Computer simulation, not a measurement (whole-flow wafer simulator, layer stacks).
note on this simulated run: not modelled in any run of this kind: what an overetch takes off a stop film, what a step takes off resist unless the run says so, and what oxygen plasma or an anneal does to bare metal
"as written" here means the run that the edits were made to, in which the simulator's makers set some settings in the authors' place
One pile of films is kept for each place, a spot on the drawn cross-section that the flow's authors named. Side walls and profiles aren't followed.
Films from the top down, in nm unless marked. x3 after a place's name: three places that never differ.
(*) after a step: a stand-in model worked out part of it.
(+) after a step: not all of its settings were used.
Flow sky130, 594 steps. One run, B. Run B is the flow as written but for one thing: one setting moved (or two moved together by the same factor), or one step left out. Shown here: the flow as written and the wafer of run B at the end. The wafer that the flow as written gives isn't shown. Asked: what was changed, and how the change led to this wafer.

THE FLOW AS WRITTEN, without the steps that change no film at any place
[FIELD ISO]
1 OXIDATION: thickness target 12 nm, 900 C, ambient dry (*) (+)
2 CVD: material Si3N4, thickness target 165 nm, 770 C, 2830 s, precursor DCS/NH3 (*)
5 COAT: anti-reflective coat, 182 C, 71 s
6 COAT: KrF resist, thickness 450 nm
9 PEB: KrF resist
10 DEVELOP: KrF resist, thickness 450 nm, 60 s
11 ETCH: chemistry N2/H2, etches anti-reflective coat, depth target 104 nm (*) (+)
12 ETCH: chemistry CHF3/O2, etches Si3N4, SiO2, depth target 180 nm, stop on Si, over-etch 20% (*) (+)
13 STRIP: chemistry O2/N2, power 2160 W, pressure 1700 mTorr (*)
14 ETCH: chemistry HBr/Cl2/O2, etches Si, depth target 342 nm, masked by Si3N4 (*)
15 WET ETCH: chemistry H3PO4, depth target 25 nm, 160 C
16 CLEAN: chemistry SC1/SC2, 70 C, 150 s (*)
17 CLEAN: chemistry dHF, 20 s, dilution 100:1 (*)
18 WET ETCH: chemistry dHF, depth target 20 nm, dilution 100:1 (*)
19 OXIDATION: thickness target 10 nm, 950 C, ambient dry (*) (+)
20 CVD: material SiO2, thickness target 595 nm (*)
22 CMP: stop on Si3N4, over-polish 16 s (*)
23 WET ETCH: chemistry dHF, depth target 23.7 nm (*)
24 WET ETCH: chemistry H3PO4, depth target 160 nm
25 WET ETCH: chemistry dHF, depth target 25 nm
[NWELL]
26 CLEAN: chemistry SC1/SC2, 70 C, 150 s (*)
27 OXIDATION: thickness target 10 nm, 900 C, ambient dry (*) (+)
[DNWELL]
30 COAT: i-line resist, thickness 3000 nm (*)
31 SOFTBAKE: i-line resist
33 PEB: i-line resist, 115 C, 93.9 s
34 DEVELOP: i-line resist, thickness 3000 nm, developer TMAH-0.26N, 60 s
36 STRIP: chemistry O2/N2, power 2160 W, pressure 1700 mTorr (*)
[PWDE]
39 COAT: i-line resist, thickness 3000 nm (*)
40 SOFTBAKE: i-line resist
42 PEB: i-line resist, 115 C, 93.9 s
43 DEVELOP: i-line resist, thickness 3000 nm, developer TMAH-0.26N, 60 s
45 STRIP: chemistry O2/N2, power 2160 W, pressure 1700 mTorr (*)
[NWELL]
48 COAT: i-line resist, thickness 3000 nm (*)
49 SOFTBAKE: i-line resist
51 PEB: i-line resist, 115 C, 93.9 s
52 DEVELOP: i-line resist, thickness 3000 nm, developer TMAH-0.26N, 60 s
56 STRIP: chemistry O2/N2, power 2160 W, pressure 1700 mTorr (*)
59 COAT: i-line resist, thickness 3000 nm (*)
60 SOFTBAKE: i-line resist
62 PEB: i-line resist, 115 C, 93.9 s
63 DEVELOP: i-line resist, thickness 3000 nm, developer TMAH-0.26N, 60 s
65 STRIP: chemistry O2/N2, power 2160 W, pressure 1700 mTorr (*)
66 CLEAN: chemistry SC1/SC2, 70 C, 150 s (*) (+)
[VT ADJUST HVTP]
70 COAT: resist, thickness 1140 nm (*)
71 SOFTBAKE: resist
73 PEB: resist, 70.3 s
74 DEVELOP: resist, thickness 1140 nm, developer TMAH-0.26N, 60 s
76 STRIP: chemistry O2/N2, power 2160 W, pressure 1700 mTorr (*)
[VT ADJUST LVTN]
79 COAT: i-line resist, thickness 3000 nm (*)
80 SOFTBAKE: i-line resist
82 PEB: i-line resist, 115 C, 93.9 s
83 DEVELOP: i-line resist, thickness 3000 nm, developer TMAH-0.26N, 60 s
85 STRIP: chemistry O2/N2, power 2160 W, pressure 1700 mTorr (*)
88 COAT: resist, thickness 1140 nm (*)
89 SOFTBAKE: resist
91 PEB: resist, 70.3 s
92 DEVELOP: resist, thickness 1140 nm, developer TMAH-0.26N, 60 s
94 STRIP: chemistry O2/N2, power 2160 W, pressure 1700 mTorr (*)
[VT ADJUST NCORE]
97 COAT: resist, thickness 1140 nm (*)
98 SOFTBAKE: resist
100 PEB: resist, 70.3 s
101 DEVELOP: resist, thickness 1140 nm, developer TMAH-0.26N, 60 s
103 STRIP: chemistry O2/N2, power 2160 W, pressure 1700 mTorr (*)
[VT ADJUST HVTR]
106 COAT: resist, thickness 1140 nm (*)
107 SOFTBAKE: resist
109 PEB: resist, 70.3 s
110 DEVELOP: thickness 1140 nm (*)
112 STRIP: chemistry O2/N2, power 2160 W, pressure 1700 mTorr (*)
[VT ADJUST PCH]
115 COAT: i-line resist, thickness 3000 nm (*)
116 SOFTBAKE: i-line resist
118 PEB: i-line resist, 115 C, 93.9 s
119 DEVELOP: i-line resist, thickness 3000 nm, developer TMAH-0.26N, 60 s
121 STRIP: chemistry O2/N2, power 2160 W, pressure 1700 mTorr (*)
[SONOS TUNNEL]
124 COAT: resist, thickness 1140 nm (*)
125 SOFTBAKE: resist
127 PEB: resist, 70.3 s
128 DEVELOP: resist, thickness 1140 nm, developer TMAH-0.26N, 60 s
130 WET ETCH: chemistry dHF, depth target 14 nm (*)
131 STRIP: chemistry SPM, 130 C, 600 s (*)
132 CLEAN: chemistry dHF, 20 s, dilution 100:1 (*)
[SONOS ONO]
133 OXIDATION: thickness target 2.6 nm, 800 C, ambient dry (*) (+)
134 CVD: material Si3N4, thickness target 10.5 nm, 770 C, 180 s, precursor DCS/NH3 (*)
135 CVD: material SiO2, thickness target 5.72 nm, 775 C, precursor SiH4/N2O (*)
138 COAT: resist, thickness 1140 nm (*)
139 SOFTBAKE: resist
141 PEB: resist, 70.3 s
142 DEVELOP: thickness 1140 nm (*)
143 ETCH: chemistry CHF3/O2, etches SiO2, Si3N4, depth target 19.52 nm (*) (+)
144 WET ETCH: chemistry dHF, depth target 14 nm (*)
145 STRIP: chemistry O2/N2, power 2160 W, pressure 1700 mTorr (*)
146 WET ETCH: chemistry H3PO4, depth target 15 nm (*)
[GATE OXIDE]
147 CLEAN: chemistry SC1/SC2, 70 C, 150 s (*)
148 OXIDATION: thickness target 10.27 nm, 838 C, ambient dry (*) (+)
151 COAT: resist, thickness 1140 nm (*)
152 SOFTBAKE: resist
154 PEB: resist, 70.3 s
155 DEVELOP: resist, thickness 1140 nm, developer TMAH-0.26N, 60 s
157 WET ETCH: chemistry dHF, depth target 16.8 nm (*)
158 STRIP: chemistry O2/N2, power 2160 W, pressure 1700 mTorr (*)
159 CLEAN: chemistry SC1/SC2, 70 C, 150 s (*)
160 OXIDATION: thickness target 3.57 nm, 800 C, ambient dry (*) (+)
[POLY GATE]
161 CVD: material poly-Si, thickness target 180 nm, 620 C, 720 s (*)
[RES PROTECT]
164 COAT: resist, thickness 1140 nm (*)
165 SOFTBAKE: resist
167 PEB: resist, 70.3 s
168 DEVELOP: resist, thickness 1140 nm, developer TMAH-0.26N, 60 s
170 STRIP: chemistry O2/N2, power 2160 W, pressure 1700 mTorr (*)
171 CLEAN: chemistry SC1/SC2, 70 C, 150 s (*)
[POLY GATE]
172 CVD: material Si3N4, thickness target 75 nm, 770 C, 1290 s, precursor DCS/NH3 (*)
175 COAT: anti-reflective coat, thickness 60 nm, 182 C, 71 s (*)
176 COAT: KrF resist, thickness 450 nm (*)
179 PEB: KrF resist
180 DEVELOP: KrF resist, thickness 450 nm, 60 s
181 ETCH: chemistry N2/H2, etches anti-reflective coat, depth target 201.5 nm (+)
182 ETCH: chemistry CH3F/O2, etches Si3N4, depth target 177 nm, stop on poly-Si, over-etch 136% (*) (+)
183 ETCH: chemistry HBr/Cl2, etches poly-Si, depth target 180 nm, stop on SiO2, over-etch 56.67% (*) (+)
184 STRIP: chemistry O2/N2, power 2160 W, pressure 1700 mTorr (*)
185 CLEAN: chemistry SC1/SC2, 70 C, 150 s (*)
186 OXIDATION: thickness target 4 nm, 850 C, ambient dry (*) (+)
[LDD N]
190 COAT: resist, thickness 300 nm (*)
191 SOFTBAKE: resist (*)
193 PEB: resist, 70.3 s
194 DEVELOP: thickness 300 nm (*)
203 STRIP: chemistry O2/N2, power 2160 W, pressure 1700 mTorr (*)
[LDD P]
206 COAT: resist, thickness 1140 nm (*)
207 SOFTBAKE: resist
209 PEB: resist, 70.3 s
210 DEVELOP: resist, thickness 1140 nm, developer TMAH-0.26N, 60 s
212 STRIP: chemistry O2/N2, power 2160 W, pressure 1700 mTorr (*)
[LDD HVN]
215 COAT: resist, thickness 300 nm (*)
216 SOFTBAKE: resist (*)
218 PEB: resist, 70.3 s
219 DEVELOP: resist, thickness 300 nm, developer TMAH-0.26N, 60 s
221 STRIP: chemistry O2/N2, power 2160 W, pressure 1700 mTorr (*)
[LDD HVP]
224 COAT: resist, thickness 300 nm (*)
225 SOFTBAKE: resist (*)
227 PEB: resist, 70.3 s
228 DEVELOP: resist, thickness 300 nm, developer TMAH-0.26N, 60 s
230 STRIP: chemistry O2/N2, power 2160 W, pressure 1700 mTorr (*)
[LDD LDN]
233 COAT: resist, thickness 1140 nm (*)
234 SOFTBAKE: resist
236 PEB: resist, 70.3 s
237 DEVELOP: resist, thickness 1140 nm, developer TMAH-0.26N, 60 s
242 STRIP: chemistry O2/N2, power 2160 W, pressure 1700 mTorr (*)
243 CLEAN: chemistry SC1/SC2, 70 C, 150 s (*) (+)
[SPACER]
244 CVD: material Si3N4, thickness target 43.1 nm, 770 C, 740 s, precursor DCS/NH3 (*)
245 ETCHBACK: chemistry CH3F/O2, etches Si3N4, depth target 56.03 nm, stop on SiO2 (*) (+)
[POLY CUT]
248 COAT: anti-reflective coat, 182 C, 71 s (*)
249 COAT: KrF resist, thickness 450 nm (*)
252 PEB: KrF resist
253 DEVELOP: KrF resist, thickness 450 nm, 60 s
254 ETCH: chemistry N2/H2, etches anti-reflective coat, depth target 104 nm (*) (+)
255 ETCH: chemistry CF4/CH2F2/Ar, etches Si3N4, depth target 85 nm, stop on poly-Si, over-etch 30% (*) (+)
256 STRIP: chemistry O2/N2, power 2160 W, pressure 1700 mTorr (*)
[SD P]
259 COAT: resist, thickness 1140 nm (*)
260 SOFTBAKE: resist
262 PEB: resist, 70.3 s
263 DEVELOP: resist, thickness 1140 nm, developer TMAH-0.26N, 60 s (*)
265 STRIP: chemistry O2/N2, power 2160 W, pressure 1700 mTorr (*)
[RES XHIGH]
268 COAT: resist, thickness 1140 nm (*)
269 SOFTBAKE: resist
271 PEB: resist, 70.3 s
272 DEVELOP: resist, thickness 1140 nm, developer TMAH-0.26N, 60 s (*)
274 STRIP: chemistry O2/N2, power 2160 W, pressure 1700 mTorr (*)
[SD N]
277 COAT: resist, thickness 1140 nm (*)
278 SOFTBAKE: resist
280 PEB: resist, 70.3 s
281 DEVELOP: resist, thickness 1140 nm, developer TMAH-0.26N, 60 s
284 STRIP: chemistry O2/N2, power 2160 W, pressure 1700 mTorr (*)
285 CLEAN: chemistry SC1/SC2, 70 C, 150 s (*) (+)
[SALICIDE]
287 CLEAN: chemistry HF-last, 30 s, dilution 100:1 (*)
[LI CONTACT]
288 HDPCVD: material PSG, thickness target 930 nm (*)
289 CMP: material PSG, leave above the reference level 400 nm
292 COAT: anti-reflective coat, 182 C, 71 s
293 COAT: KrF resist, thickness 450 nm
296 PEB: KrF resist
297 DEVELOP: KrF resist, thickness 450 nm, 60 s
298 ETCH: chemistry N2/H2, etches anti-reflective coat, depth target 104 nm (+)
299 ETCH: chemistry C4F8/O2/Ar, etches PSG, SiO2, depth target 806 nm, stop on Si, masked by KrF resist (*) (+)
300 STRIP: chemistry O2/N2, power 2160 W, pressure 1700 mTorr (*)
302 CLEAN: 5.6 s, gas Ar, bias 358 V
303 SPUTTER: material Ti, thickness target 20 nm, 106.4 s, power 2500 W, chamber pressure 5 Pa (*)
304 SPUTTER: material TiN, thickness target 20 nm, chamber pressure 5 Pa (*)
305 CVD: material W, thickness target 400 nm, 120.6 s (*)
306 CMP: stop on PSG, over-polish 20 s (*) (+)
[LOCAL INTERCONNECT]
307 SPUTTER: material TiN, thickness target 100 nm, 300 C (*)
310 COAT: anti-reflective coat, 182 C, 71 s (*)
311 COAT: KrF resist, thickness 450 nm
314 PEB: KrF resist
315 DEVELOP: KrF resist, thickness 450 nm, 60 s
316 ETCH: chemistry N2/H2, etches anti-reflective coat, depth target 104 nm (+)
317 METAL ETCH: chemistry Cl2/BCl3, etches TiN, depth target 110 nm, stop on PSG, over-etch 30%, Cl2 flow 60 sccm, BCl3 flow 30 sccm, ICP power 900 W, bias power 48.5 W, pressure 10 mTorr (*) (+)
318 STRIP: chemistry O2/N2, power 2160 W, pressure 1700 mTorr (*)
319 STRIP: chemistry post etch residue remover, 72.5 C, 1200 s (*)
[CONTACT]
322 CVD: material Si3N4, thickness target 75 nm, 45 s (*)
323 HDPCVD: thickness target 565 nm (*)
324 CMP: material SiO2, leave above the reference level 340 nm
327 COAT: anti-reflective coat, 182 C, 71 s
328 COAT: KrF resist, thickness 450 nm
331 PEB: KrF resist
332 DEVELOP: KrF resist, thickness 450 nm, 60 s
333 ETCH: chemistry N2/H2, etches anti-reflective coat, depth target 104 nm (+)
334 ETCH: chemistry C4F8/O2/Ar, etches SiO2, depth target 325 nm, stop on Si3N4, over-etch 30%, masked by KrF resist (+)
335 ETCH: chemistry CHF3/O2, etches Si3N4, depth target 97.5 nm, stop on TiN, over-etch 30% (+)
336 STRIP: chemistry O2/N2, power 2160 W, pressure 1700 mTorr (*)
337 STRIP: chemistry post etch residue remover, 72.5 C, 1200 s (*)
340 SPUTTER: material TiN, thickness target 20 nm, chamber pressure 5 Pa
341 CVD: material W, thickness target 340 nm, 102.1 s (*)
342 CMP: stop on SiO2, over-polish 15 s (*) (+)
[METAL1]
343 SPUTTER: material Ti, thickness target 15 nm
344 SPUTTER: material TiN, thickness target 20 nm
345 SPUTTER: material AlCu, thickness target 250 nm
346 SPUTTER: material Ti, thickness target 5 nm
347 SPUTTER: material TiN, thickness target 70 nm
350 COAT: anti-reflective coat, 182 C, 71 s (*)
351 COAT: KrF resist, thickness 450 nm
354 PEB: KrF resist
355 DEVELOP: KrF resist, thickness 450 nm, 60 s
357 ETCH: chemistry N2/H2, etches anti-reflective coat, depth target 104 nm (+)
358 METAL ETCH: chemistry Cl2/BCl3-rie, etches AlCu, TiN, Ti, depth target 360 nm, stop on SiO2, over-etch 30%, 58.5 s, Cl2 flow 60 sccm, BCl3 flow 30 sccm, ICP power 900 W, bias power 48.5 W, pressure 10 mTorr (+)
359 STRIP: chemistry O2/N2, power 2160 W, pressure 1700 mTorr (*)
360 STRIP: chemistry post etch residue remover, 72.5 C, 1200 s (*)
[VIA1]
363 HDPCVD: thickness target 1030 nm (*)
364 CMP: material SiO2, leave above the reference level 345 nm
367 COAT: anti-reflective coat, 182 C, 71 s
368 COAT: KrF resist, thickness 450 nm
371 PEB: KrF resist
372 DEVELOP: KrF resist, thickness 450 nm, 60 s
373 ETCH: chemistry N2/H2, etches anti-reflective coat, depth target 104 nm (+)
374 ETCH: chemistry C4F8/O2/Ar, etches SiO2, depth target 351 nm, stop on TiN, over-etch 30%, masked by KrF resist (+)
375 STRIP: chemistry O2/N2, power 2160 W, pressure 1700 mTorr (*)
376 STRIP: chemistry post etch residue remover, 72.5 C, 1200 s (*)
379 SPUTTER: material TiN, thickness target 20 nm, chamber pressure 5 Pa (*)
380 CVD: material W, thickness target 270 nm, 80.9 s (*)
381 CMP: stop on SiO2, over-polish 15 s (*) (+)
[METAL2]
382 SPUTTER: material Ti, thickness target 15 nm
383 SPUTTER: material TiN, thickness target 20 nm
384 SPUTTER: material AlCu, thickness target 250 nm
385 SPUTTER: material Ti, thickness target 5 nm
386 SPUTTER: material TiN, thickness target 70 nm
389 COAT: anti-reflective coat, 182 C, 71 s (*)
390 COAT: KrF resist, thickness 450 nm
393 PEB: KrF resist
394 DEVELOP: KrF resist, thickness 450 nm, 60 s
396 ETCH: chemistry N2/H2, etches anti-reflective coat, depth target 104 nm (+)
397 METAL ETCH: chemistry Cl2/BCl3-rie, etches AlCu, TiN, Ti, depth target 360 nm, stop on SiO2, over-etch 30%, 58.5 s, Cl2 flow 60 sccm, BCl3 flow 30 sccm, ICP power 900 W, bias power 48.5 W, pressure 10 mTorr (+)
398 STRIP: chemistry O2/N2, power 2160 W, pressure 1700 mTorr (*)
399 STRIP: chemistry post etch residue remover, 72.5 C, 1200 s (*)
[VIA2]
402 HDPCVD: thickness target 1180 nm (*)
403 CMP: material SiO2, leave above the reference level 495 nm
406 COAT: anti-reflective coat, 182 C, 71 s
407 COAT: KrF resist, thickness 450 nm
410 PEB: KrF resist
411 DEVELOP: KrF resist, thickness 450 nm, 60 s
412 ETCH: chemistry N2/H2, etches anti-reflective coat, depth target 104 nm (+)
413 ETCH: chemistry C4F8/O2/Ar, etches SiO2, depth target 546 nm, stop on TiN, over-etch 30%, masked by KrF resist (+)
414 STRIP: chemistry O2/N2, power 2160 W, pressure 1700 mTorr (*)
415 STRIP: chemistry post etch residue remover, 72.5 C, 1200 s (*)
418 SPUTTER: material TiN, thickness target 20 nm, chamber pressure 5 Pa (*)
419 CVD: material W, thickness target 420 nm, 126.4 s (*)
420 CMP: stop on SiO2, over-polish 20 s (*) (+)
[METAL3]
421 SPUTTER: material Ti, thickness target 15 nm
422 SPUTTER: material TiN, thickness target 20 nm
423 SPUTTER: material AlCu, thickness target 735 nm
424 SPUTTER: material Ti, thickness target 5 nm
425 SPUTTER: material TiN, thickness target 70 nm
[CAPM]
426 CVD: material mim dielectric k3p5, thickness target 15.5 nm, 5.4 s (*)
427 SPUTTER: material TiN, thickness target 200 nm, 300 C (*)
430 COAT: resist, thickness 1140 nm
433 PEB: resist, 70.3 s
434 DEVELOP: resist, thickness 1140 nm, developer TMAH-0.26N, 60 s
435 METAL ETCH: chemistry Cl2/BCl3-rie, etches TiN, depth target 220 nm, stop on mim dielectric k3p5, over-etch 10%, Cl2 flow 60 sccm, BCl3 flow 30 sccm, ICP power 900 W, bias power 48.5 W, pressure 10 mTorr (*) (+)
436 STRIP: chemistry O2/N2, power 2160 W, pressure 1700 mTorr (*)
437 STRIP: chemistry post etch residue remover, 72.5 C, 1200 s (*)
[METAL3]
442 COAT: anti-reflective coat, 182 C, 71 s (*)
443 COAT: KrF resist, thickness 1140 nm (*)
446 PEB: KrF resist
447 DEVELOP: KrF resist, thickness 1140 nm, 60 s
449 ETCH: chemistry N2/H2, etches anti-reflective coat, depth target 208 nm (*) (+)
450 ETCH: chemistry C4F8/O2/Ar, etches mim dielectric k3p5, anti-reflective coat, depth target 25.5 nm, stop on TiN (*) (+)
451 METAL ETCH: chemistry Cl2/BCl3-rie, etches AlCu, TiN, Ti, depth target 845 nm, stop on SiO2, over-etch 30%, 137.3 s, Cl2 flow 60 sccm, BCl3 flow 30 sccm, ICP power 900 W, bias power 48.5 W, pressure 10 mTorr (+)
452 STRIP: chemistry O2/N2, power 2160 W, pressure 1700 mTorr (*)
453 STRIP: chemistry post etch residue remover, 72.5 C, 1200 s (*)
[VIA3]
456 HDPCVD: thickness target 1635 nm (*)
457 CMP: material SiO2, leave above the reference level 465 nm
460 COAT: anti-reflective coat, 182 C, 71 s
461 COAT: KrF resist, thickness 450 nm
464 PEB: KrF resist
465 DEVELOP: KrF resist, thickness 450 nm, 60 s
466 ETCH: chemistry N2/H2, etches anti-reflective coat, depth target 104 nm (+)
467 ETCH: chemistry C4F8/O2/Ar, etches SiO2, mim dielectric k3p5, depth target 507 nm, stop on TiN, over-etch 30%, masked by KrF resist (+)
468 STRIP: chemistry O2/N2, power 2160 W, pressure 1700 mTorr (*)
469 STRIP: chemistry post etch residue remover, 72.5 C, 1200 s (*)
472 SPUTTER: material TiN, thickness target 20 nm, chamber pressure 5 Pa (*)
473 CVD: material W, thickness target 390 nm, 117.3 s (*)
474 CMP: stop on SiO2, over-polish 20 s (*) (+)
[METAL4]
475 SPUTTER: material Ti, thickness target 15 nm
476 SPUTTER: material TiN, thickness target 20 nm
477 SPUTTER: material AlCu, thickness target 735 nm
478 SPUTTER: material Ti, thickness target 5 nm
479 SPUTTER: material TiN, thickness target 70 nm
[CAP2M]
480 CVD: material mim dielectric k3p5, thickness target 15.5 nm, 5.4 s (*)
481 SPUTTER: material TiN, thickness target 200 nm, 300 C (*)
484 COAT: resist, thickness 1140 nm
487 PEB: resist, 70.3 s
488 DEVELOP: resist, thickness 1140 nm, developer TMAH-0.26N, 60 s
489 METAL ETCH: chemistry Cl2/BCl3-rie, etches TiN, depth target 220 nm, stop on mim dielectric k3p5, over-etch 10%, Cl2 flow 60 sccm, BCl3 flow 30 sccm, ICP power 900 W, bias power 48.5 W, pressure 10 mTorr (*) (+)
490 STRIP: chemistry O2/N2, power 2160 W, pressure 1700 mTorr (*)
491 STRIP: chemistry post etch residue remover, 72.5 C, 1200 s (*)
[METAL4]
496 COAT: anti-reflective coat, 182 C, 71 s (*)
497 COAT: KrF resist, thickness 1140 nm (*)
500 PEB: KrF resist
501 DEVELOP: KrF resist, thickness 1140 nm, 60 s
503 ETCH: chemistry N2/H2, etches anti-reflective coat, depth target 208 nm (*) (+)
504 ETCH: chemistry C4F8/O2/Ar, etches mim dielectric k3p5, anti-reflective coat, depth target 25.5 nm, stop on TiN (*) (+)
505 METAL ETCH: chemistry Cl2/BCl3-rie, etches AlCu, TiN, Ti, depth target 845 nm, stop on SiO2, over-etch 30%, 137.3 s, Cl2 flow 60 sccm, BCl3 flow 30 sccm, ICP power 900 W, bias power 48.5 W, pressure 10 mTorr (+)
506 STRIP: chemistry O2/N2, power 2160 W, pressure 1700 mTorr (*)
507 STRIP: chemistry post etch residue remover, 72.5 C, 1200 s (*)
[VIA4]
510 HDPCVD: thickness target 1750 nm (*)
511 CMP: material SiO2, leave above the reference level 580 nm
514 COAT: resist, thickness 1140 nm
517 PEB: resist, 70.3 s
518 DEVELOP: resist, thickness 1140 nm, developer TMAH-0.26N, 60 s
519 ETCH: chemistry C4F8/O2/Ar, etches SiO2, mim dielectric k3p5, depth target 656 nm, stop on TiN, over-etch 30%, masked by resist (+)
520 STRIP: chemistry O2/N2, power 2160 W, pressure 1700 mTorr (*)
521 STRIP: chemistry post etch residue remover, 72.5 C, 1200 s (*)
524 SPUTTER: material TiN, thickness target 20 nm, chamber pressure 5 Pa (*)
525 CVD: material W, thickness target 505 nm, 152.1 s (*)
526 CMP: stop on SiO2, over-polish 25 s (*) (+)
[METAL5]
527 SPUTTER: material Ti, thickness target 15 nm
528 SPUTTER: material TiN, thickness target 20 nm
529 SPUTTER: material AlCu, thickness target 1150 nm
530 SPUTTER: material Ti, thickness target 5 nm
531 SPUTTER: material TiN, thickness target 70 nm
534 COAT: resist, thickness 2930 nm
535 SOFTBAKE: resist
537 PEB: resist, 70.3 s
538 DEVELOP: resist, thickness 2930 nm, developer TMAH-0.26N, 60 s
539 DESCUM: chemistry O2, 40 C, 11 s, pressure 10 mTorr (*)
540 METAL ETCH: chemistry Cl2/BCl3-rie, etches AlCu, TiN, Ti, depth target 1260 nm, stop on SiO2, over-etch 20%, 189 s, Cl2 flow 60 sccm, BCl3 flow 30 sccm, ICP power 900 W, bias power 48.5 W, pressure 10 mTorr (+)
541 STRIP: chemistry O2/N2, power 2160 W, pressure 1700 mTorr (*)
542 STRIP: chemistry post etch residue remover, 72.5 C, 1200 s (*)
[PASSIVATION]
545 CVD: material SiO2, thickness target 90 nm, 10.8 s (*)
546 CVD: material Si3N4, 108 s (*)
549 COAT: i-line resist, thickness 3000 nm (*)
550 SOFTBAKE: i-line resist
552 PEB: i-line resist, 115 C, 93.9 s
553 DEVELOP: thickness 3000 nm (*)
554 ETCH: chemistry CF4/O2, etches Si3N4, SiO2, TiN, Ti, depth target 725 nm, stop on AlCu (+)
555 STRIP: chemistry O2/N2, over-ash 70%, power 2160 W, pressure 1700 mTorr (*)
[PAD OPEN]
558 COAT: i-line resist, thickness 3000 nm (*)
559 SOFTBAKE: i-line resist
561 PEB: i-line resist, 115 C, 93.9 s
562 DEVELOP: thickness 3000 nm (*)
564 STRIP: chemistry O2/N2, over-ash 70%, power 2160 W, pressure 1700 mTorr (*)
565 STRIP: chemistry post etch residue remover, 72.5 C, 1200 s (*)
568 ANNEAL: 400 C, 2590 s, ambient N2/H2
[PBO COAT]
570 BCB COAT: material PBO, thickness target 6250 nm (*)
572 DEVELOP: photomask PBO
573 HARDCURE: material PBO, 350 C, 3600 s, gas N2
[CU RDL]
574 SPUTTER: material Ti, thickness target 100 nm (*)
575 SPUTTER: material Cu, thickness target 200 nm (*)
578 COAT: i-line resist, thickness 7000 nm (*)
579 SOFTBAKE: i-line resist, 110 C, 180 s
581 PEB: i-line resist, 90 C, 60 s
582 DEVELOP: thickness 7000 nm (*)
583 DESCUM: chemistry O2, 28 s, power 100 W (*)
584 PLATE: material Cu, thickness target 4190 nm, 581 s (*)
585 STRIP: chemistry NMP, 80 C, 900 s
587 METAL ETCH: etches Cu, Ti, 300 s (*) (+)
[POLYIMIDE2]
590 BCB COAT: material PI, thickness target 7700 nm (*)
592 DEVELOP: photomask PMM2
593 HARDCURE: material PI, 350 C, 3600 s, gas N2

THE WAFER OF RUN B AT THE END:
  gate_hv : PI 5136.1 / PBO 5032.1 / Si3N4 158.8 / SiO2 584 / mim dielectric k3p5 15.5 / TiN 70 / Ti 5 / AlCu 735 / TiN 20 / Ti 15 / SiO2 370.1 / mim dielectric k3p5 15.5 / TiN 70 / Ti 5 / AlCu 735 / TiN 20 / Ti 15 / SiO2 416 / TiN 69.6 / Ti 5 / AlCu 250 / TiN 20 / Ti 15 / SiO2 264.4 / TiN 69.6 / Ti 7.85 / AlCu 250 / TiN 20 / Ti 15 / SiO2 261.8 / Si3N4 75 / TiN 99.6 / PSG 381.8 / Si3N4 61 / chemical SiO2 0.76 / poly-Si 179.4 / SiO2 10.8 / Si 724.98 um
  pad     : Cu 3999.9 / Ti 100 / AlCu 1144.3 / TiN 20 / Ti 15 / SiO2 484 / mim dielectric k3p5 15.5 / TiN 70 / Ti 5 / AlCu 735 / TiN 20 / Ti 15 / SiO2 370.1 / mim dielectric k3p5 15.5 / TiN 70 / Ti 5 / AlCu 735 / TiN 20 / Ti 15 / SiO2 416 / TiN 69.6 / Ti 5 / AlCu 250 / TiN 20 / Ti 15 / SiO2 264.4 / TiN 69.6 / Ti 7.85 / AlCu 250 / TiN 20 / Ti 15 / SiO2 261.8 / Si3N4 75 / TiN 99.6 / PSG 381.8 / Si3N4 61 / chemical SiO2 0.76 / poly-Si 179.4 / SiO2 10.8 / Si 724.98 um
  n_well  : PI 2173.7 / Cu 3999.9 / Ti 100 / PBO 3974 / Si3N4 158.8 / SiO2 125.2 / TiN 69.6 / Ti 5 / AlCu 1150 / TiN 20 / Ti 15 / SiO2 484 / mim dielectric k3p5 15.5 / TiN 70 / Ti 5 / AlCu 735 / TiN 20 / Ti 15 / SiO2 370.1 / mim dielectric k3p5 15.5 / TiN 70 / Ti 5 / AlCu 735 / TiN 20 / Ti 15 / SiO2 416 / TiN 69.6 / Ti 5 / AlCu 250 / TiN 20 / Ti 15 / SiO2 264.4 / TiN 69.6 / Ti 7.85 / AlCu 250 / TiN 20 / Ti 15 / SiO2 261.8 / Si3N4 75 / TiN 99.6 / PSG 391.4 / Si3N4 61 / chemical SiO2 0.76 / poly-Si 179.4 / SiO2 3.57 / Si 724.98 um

The cause: step 346, SPUTTER: thickness target 7.85 nm was run, where the flow has thickness target 5 nm.
It can be read off the wafer: gate_hv has Ti 7.85, and step 346 as written asks for 5 nm.

How the change led to this, step by step:
  346 SPUTTER: material Ti, thickness target 5 nm
      field, active, n_well and 188 more: Ti +7.85 (new film) (as written it would be: Ti +5 (new film))
  358 METAL ETCH: chemistry Cl2/BCl3-rie, etches AlCu, TiN, Ti, depth target 360 nm, stop on SiO2, over-etch 30%, 58.5 s, Cl2 flow 60 sccm, BCl3 flow 30 sccm, ICP power 900 W, bias power 48.5 W, pressure 10 mTorr (+)
      field, active, gate and 81 more: TiN -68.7 (all of it), Ti -7.85 (all of it), AlCu -250 (all of it), TiN -20 (all of it), Ti -15 (all of it), SiO2 -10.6 (as written it would be: TiN -68.7 (all of it), Ti -5 (all of it), AlCu -250 (all of it), TiN -20 (all of it), Ti -15 (all of it), SiO2 -10.9)
